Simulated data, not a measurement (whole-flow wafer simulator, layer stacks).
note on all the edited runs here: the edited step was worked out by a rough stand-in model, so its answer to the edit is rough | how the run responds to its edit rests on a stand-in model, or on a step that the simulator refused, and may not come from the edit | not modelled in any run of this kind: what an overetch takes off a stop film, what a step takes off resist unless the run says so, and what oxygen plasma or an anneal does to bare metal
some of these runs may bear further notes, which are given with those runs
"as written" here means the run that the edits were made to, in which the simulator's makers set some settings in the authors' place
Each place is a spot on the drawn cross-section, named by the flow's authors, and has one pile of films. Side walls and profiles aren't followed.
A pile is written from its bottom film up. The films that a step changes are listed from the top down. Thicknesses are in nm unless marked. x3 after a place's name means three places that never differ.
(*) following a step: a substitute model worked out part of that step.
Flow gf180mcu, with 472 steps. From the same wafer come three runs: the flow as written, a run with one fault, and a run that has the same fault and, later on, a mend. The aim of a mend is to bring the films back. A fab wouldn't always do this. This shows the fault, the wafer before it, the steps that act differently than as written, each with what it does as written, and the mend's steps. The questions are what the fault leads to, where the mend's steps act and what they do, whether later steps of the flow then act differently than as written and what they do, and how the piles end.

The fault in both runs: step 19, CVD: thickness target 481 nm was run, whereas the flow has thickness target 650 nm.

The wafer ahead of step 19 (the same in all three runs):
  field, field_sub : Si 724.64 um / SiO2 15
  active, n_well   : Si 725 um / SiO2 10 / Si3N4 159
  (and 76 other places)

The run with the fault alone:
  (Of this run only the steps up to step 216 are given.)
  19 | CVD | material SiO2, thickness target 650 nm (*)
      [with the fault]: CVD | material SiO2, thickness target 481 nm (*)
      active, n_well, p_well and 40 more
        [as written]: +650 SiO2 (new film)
        [with the fault]: +481 SiO2 (new film)
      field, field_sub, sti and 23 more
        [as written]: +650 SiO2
        [with the fault]: +481 SiO2
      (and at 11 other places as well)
  Later steps of the flow acting differently than as written (37 other steps are not shown; they differ only slightly, by no more than 2% or 0.5 nm, whichever is larger):
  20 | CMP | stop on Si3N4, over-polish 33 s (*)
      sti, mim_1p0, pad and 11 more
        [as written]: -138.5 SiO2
        [with the fault]: nothing
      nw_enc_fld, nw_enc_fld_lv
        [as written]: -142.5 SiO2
        [with the fault]: nothing
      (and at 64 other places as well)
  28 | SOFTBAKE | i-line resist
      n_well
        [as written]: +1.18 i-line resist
        [with the fault]: -0.13 i-line resist
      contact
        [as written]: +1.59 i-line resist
        [with the fault]: -0.1 i-line resist
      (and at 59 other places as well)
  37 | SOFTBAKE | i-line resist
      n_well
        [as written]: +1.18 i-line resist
        [with the fault]: -0.13 i-line resist
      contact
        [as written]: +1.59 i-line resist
        [with the fault]: -0.1 i-line resist
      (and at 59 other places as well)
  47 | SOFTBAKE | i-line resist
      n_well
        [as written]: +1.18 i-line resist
        [with the fault]: -0.13 i-line resist
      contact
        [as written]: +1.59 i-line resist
        [with the fault]: -0.1 i-line resist
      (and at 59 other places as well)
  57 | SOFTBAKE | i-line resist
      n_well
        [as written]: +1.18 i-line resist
        [with the fault]: -0.13 i-line resist
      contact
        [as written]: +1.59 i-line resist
        [with the fault]: -0.1 i-line resist
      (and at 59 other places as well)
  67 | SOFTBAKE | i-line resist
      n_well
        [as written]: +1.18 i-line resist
        [with the fault]: -0.13 i-line resist
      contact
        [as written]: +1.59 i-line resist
        [with the fault]: -0.1 i-line resist
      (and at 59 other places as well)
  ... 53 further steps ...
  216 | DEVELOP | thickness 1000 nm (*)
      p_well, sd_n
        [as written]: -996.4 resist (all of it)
        [with the fault]: -971.6 resist (all of it)
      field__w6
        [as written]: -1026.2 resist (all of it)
        [with the fault]: -1063.8 resist (all of it)
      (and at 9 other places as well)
  Once step 216 is done, the piles at field, field__w1, field__w2 and 49 more depart from the flow's by more than 2% or 0.5 nm, whichever is larger.
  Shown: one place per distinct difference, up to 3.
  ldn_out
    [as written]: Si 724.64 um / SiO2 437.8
    [with the fault]: Si 724.64 um / SiO2 407.5
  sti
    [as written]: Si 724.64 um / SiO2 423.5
    [with the fault]: Si 724.64 um / SiO2 393.2
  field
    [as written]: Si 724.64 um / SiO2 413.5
    [with the fault]: Si 724.64 um / SiO2 393.2

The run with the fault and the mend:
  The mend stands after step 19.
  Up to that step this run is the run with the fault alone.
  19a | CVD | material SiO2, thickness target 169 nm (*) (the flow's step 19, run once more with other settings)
      field, field_sub, active and 77 more
        +169 SiO2
  None of the later steps of the flow acts differently than as written at any place that is followed.
  The piles end the same as the flow's at every place that both follow.
